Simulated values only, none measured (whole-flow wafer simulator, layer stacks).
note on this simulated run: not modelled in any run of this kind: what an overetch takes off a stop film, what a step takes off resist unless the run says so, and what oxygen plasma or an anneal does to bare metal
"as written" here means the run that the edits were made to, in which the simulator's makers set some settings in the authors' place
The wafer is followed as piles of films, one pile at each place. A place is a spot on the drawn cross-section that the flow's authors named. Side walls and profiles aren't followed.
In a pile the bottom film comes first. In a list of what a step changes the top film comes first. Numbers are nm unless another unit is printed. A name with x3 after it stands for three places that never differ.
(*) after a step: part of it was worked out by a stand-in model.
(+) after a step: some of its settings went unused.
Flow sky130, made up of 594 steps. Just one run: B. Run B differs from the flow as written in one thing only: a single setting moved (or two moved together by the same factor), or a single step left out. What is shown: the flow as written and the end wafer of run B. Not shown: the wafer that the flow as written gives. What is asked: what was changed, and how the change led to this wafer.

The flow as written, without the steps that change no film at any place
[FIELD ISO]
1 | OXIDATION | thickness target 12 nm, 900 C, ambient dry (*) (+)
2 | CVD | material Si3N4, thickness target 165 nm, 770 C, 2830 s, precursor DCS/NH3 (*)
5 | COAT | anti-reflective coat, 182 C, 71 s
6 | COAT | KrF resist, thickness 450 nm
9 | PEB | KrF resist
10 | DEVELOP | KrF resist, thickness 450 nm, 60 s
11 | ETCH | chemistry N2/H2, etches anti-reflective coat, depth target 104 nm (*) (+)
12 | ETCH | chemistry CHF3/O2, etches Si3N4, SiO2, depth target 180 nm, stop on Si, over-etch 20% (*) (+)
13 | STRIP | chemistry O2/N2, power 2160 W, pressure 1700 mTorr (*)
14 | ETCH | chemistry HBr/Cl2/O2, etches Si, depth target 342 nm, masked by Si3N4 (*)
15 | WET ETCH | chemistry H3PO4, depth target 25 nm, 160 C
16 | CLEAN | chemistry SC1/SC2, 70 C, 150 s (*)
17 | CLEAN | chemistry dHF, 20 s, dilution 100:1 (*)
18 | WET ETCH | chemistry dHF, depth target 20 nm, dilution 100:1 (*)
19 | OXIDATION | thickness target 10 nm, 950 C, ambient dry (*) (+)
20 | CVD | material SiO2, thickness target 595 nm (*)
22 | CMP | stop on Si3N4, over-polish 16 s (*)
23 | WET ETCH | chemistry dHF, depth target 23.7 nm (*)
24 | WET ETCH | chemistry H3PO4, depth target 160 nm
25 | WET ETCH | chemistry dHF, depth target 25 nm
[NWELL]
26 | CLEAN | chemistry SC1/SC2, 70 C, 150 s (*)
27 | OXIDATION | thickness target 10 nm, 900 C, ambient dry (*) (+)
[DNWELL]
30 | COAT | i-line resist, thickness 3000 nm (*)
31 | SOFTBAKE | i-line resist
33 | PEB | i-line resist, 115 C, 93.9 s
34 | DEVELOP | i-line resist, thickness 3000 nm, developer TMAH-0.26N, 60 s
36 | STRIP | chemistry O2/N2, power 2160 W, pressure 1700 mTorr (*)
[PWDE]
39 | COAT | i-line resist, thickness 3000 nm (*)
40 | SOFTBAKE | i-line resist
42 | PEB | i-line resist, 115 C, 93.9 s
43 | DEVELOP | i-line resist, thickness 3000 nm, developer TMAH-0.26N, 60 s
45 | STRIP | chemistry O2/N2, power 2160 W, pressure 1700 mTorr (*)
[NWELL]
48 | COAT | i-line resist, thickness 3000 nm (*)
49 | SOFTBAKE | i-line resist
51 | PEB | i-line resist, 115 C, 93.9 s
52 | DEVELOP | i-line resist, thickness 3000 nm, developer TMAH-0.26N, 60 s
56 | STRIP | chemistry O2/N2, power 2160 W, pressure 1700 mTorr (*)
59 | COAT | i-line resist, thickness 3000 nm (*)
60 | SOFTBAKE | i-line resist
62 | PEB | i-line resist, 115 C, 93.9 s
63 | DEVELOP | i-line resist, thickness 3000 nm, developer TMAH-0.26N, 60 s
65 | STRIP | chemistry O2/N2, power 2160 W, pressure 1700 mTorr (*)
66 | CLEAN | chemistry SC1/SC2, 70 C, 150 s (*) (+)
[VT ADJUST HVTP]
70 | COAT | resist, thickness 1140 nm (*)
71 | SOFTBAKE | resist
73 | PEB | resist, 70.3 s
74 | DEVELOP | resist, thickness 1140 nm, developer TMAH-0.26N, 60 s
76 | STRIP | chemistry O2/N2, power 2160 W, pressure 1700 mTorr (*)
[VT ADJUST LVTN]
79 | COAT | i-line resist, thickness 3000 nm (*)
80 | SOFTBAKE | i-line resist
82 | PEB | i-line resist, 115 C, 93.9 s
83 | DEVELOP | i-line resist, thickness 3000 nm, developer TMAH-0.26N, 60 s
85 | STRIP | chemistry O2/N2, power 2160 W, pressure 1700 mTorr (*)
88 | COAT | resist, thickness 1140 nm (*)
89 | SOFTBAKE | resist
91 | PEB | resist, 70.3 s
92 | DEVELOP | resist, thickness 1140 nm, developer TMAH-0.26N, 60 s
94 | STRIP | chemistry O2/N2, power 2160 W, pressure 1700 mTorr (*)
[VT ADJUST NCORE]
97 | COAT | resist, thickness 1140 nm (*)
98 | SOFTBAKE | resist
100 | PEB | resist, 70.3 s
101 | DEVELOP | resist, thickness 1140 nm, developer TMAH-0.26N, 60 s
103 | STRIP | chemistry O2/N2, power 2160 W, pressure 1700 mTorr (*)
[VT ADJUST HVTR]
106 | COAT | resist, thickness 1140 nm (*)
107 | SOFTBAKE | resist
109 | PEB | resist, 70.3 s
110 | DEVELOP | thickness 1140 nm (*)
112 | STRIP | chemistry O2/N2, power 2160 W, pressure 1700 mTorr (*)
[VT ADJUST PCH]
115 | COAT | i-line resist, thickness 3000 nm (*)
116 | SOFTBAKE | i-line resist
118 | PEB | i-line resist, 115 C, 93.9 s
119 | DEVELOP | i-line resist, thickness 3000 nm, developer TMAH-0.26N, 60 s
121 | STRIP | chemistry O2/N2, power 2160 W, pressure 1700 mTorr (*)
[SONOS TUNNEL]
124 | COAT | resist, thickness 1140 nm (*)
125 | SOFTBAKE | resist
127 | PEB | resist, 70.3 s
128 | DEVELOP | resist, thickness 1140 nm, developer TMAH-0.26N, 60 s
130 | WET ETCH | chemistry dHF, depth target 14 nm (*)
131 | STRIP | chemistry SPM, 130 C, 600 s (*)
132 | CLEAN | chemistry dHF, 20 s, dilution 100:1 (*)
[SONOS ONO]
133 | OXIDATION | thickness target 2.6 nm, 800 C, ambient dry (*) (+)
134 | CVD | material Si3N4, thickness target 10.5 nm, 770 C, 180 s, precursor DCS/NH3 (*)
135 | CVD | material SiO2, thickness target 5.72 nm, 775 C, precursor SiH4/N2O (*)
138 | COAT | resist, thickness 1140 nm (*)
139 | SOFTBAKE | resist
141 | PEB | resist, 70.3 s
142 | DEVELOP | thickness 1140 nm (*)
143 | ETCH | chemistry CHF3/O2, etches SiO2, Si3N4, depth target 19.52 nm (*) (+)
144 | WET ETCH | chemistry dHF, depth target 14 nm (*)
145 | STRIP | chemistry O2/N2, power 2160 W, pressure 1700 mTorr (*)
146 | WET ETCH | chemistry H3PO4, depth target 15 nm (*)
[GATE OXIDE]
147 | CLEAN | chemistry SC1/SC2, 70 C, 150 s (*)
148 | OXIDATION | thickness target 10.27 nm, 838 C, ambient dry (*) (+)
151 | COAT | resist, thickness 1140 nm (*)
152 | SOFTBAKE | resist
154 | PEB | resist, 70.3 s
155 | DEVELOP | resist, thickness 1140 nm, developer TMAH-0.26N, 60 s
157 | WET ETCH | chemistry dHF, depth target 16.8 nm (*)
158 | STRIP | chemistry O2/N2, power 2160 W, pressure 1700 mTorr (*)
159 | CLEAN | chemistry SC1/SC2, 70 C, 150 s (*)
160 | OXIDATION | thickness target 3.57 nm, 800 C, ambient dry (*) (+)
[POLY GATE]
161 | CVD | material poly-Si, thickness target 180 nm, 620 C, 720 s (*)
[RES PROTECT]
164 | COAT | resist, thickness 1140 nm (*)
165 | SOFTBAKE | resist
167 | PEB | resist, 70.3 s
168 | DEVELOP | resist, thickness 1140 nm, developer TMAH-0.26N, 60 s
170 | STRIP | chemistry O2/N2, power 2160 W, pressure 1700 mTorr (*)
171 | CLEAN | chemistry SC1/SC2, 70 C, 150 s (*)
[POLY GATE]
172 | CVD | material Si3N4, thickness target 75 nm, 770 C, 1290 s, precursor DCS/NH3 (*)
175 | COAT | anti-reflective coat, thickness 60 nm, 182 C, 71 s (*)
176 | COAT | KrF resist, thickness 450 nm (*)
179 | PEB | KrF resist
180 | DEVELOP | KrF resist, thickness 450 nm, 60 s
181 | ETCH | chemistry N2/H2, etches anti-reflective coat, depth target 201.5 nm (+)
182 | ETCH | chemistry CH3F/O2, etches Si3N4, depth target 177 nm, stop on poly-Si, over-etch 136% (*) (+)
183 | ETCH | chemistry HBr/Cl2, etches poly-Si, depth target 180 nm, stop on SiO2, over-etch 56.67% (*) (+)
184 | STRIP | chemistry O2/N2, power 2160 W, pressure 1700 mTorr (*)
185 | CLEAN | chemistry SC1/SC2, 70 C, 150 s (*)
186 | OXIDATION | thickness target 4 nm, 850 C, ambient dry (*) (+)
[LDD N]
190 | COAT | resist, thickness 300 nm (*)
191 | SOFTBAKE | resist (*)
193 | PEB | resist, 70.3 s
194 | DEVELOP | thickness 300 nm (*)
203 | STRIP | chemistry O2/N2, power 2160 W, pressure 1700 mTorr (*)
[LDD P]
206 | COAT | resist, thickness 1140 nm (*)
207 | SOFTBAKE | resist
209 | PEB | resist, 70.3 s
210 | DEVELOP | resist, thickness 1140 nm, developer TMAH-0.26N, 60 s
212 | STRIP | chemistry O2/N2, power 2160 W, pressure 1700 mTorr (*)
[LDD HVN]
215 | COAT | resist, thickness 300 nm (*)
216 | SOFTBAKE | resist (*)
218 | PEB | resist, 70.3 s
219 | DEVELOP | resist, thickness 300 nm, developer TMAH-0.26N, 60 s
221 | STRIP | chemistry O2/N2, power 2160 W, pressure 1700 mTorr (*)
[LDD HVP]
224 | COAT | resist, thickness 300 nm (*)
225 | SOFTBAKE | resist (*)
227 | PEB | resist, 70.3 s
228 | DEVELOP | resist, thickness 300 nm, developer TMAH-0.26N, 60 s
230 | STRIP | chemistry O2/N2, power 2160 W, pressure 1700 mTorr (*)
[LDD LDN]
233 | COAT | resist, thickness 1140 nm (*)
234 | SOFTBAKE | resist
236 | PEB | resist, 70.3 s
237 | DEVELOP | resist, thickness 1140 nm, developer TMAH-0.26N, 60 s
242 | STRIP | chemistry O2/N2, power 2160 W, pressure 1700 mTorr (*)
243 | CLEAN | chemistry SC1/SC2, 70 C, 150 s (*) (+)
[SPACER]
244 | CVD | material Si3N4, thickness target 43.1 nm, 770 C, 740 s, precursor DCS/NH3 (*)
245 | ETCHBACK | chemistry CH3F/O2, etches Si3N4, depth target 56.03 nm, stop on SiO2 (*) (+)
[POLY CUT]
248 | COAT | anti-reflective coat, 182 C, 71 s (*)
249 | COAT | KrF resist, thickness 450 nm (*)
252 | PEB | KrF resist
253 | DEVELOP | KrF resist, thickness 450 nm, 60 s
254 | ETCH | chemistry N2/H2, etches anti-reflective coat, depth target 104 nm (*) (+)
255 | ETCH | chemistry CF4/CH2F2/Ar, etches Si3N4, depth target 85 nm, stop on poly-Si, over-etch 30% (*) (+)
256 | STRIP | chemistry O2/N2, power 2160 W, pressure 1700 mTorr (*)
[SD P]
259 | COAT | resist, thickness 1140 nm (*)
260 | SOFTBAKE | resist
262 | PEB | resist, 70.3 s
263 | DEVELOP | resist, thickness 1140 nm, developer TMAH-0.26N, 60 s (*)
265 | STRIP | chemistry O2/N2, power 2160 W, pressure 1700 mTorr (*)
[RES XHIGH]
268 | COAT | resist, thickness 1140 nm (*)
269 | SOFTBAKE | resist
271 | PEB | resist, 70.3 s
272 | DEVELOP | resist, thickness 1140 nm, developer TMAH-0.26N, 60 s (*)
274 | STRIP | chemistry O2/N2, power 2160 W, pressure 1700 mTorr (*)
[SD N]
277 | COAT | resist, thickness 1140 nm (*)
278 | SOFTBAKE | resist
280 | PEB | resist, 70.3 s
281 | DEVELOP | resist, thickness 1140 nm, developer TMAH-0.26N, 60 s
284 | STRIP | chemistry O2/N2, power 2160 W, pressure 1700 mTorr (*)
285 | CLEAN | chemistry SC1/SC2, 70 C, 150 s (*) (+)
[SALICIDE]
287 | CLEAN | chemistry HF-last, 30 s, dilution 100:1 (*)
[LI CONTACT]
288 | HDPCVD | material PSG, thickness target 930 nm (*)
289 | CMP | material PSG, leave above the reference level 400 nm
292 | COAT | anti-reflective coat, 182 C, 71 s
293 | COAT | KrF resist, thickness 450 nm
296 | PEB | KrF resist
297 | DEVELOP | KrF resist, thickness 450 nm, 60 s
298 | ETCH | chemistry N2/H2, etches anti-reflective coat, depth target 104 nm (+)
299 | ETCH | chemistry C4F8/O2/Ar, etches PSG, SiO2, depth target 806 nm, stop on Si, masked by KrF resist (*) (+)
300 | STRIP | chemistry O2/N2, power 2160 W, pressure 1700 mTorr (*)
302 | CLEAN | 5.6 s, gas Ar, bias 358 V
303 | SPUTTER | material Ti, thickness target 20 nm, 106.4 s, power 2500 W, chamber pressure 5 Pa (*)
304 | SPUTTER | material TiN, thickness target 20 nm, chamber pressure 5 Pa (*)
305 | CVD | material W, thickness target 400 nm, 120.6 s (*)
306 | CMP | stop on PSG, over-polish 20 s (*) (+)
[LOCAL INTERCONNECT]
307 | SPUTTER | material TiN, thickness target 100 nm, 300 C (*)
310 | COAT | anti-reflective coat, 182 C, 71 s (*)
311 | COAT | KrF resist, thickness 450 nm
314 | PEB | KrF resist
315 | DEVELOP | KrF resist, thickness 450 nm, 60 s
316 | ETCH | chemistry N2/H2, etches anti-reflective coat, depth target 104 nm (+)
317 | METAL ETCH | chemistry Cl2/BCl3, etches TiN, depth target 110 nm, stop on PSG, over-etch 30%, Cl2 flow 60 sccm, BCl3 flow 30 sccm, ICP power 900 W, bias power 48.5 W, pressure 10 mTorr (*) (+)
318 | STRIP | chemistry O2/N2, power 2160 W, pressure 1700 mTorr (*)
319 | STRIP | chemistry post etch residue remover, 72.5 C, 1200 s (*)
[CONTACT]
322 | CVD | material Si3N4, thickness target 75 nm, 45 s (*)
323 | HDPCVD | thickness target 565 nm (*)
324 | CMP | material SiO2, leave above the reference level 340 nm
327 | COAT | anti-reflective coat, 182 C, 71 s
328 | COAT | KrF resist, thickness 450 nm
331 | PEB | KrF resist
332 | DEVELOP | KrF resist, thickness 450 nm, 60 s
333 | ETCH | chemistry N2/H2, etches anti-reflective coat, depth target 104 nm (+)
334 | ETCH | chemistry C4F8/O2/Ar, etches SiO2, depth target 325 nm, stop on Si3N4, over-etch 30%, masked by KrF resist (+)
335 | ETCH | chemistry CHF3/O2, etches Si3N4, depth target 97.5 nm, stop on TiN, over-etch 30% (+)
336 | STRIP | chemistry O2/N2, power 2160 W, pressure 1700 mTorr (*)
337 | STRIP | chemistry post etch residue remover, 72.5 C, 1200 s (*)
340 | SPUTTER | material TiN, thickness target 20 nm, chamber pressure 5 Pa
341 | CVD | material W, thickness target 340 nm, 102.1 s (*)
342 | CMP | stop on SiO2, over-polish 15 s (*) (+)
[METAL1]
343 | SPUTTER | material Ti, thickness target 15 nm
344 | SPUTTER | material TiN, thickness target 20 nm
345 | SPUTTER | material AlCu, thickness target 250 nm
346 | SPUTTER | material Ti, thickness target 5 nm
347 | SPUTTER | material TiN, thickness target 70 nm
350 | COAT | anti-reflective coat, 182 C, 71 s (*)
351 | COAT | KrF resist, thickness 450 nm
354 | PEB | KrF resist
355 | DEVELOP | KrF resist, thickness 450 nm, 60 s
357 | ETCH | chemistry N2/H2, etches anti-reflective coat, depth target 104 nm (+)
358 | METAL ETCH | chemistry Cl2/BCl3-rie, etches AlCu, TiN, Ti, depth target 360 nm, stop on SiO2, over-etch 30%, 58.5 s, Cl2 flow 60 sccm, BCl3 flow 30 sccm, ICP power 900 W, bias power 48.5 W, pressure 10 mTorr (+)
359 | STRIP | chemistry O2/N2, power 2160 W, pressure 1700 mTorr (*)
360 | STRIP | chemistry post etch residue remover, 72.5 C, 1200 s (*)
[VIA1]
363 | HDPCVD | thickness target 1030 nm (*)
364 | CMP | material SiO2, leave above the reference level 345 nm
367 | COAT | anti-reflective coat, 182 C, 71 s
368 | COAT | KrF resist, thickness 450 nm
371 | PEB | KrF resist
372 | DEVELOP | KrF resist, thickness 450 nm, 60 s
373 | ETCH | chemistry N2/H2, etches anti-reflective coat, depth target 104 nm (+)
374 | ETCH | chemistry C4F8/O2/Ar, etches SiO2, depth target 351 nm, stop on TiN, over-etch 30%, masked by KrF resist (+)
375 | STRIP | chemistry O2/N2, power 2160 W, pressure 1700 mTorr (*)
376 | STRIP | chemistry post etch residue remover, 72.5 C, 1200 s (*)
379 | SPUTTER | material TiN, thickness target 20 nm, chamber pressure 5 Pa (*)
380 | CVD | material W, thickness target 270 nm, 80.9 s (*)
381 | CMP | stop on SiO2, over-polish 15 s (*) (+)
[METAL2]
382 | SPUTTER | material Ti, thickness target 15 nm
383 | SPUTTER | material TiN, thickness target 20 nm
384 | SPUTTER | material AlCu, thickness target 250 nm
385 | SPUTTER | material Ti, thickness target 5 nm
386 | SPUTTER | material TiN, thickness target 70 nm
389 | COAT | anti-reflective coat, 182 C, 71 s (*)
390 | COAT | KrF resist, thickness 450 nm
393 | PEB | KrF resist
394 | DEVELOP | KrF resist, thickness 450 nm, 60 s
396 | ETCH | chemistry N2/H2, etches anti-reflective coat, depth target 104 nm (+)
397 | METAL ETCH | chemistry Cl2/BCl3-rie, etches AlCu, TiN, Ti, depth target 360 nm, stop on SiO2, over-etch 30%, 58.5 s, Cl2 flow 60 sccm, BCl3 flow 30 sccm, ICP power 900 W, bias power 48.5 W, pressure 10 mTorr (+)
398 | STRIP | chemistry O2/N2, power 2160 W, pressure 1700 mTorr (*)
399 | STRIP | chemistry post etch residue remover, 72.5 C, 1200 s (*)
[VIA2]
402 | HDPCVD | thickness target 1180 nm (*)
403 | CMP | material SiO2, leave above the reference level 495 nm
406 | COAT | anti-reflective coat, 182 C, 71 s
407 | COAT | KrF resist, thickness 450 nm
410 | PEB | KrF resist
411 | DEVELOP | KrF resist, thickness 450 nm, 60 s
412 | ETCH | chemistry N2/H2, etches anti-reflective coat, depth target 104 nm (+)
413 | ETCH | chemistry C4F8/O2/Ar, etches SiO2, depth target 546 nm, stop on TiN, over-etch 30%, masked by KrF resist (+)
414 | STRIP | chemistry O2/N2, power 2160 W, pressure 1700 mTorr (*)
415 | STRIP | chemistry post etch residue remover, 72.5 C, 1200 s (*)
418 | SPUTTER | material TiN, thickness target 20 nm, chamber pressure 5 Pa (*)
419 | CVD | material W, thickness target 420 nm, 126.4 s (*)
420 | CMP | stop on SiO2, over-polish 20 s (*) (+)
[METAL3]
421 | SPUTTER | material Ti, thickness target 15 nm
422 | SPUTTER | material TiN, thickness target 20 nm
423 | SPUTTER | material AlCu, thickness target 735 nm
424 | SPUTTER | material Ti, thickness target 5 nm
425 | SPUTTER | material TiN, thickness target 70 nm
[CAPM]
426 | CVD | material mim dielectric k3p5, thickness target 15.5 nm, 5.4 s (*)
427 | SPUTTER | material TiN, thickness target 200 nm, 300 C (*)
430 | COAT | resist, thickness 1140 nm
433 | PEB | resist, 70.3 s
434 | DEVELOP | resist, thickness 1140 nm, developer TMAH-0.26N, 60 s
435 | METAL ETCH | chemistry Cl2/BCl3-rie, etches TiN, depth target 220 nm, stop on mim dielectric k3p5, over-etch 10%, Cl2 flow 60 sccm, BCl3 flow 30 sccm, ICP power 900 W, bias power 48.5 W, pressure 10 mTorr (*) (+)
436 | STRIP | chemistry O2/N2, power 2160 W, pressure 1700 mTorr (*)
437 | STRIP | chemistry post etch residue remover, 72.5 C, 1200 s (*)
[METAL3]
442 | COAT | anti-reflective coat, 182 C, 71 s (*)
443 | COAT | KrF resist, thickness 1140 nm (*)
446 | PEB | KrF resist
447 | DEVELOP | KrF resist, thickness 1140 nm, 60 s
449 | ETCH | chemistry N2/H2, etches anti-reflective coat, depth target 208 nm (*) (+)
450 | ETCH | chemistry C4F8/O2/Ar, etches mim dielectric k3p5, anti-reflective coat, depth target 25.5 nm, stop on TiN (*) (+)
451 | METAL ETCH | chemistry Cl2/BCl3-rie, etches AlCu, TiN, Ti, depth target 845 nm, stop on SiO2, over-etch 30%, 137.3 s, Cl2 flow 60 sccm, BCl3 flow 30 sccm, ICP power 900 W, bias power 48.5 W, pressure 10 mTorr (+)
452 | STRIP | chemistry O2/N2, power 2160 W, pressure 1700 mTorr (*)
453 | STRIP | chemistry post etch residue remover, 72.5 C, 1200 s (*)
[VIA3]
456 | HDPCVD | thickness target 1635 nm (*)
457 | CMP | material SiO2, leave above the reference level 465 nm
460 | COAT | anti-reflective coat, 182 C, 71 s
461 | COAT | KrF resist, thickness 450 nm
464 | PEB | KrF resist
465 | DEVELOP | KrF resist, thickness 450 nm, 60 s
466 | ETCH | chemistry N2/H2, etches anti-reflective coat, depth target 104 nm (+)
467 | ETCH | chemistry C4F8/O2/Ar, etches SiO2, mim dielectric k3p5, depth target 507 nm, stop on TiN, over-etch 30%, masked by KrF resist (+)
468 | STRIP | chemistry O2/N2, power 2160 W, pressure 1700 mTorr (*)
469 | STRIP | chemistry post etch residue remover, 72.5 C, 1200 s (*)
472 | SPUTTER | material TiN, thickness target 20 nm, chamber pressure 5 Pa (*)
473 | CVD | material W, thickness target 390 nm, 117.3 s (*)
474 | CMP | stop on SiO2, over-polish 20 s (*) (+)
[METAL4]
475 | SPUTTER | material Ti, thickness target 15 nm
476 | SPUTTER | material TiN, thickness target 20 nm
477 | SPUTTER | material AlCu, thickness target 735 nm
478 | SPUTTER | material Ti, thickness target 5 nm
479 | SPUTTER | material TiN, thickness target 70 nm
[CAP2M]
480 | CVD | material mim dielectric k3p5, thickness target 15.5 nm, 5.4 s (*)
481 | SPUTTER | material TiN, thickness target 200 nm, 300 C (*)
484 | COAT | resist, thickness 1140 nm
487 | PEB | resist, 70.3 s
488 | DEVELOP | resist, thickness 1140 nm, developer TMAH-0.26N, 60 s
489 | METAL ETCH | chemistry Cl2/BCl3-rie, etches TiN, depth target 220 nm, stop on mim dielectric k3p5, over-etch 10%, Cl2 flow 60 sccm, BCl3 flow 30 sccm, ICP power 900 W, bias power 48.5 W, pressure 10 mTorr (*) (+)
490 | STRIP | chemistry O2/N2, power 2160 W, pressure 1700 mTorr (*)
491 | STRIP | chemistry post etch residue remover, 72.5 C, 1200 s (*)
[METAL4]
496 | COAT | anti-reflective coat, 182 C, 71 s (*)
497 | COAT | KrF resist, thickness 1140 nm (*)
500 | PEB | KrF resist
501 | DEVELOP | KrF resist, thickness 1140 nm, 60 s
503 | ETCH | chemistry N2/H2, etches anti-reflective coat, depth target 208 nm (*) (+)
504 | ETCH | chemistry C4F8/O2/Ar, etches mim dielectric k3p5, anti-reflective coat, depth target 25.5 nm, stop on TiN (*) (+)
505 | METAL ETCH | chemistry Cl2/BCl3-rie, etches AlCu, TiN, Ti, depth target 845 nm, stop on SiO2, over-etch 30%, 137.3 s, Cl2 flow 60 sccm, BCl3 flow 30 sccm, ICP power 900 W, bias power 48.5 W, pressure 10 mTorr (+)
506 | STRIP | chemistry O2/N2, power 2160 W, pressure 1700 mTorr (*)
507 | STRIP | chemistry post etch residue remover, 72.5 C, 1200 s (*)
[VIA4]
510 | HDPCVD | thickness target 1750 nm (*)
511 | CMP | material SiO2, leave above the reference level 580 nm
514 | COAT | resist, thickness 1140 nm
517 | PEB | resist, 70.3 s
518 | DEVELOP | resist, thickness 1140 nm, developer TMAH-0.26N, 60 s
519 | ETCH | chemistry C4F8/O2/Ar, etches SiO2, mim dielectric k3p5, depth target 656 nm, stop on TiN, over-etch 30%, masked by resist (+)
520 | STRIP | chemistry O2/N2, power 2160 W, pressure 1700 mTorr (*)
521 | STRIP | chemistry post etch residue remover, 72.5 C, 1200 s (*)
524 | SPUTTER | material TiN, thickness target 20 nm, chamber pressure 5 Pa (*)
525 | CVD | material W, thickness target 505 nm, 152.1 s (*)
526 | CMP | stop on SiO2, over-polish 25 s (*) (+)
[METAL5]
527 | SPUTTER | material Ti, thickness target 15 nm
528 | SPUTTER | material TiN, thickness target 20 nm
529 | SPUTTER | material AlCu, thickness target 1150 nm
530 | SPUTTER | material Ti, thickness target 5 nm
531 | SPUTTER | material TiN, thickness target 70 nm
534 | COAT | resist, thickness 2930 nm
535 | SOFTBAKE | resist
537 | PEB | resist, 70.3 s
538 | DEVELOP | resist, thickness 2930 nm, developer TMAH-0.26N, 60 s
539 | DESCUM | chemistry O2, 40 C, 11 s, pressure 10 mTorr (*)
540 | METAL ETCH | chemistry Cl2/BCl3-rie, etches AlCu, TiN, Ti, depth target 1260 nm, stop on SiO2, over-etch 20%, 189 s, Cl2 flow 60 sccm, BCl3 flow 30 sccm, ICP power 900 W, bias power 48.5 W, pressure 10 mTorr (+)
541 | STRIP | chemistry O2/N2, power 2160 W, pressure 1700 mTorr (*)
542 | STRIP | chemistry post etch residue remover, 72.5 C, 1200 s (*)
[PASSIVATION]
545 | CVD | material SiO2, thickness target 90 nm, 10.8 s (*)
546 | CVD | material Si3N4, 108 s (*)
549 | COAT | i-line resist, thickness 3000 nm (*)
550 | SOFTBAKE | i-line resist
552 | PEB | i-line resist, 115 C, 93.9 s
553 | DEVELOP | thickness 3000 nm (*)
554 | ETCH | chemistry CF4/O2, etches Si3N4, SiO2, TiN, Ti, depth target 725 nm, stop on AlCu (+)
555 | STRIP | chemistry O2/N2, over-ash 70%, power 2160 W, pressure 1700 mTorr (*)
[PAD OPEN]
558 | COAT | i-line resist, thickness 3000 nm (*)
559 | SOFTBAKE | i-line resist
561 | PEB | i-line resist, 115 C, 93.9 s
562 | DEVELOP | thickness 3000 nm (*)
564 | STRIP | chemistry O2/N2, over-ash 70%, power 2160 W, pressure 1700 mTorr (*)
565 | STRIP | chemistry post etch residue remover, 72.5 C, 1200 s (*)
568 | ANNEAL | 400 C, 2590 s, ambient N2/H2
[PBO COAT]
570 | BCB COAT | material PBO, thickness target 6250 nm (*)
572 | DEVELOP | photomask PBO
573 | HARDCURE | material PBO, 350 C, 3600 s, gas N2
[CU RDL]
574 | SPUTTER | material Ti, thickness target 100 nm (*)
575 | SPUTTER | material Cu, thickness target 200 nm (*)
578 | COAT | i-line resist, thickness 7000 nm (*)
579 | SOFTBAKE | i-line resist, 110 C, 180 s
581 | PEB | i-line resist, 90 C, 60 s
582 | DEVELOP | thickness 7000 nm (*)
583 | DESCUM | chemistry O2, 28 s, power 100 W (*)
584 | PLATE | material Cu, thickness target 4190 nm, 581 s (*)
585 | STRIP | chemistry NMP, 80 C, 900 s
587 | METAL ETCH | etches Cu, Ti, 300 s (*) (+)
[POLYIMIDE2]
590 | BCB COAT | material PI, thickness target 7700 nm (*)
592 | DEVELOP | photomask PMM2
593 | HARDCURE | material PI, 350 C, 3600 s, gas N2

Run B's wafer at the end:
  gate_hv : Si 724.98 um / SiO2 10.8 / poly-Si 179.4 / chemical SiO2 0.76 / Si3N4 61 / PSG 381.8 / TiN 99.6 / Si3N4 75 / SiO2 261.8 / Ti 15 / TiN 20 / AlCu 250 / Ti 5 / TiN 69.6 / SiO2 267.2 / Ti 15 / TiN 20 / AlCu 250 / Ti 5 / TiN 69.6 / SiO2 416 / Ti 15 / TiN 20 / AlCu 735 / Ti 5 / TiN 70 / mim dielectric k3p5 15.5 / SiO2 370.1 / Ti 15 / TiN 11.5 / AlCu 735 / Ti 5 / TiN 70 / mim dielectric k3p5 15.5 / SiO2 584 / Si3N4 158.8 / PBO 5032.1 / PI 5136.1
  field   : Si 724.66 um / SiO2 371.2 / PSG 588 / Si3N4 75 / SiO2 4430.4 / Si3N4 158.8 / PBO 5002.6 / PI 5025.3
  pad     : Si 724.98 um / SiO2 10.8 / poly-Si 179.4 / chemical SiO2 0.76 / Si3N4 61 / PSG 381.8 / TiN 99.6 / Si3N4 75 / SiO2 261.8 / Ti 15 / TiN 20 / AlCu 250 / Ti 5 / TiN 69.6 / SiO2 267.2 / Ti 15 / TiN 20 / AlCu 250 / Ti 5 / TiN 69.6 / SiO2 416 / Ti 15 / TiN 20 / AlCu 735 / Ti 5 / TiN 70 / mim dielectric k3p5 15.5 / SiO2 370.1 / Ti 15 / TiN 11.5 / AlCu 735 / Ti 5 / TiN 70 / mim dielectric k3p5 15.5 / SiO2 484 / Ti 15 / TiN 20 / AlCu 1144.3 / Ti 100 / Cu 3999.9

The reason: step 476, SPUTTER: thickness target 11.5 nm was run, while the flow as written has thickness target 20 nm.
The wafer lets one read it off: gate_hv has TiN 11.5, and step 476 as written asks for 20 nm.

The path from the change to this, step by step:
  476 | SPUTTER | material TiN, thickness target 20 nm
      field, active, n_well and 189 more: TiN gains 11.5 (new film) (in the flow as written it would be: TiN gains 20 (new film))
  505 | METAL ETCH | chemistry Cl2/BCl3-rie, etches AlCu, TiN, Ti, depth target 845 nm, stop on SiO2, over-etch 30%, 137.3 s, Cl2 flow 60 sccm, BCl3 flow 30 sccm, ICP power 900 W, bias power 48.5 W, pressure 10 mTorr (+)
      field, gate, spacer and 68 more: TiN loses 70 (all of it), Ti loses 5 (all of it), AlCu loses 735 (all of it), TiN loses 11.5 (all of it), Ti loses 15 (all of it), SiO2 loses 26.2 (in the flow as written it would be: TiN loses 70 (all of it), Ti loses 5 (all of it), AlCu loses 735 (all of it), TiN loses 20 (all of it), Ti loses 15 (all of it), SiO2 loses 25.4)
      active, vpp_iso1, mim_edge_plate and 14 more: TiN loses 70 (all of it), Ti loses 5 (all of it), AlCu loses 735 (all of it), TiN loses 11.5 (all of it), Ti loses 15 (all of it), SiO2 loses 26.2 (in the flow as written it would be: TiN loses 70 (all of it), Ti loses 5 (all of it), AlCu loses 735 (all of it), TiN loses 20 (all of it), Ti loses 15 (all of it), SiO2 loses 25.3)
  511 | CMP | material SiO2, leave above the reference level 580 nm
      iso_guard__w1, mim_edge_gap, vpp_l1ln, vpp_m3ln, rpm_encl, via2_enc, rpm_encl_psd, iso_guard_nsd_tip: SiO2 loses 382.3 (in the flow as written it would be: SiO2 loses 374.6)
